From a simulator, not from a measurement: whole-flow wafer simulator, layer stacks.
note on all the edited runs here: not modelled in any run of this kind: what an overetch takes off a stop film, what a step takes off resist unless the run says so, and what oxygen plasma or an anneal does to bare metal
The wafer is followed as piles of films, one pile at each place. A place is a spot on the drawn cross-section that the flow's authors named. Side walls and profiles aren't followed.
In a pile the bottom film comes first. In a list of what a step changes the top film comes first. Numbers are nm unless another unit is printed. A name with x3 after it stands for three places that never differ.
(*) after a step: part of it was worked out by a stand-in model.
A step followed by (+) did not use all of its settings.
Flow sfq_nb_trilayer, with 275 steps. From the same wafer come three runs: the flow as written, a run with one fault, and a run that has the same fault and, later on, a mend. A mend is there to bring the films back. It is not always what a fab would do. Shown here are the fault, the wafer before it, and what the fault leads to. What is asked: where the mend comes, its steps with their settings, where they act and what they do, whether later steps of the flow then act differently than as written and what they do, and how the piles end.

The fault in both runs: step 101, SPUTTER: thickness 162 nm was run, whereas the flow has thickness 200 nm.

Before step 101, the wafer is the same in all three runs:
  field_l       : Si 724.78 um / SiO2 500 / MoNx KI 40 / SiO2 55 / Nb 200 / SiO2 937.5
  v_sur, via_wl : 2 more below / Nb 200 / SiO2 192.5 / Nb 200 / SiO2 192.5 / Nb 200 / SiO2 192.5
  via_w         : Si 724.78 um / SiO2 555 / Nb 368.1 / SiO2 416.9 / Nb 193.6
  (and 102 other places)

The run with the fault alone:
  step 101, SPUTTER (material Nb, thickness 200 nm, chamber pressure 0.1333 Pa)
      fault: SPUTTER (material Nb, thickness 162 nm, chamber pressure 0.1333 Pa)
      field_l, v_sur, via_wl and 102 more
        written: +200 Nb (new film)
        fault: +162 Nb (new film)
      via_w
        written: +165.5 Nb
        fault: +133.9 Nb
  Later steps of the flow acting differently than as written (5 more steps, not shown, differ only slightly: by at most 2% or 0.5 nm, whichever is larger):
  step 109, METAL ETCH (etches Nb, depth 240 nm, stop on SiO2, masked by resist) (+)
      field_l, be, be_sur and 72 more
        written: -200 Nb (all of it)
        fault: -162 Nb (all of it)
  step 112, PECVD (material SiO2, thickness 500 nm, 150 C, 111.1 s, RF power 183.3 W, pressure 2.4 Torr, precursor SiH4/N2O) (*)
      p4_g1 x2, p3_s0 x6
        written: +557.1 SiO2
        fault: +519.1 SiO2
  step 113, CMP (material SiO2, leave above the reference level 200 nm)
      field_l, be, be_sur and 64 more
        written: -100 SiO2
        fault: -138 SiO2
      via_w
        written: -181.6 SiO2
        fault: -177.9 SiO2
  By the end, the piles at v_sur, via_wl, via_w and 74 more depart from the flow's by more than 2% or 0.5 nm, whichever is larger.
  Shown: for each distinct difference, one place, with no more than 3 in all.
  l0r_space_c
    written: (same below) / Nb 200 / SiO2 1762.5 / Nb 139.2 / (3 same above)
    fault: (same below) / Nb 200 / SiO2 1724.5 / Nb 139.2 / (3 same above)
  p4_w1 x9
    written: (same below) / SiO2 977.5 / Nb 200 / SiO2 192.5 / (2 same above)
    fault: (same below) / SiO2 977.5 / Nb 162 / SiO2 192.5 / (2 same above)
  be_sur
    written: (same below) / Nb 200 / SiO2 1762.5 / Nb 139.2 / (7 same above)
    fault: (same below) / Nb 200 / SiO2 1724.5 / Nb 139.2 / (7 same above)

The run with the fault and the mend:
  After step 101 comes the mend.
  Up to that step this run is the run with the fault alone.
  step 101a, SPUTTER (material Nb, thickness 38 nm, chamber pressure 0.1333 Pa) (the flow's step 101, run once more with other settings)
      field_l, v_sur, via_wl and 102 more
        +38 Nb
      via_w
        +29.2 Nb
  Every later step of the flow that is run acts as written, at every place that is followed, to within 2% or 0.5 nm, whichever is larger.
  When the end is reached, the piles differ only a little from the flow's at the places that both follow, at most by 2% or 0.5 nm, whichever is larger.
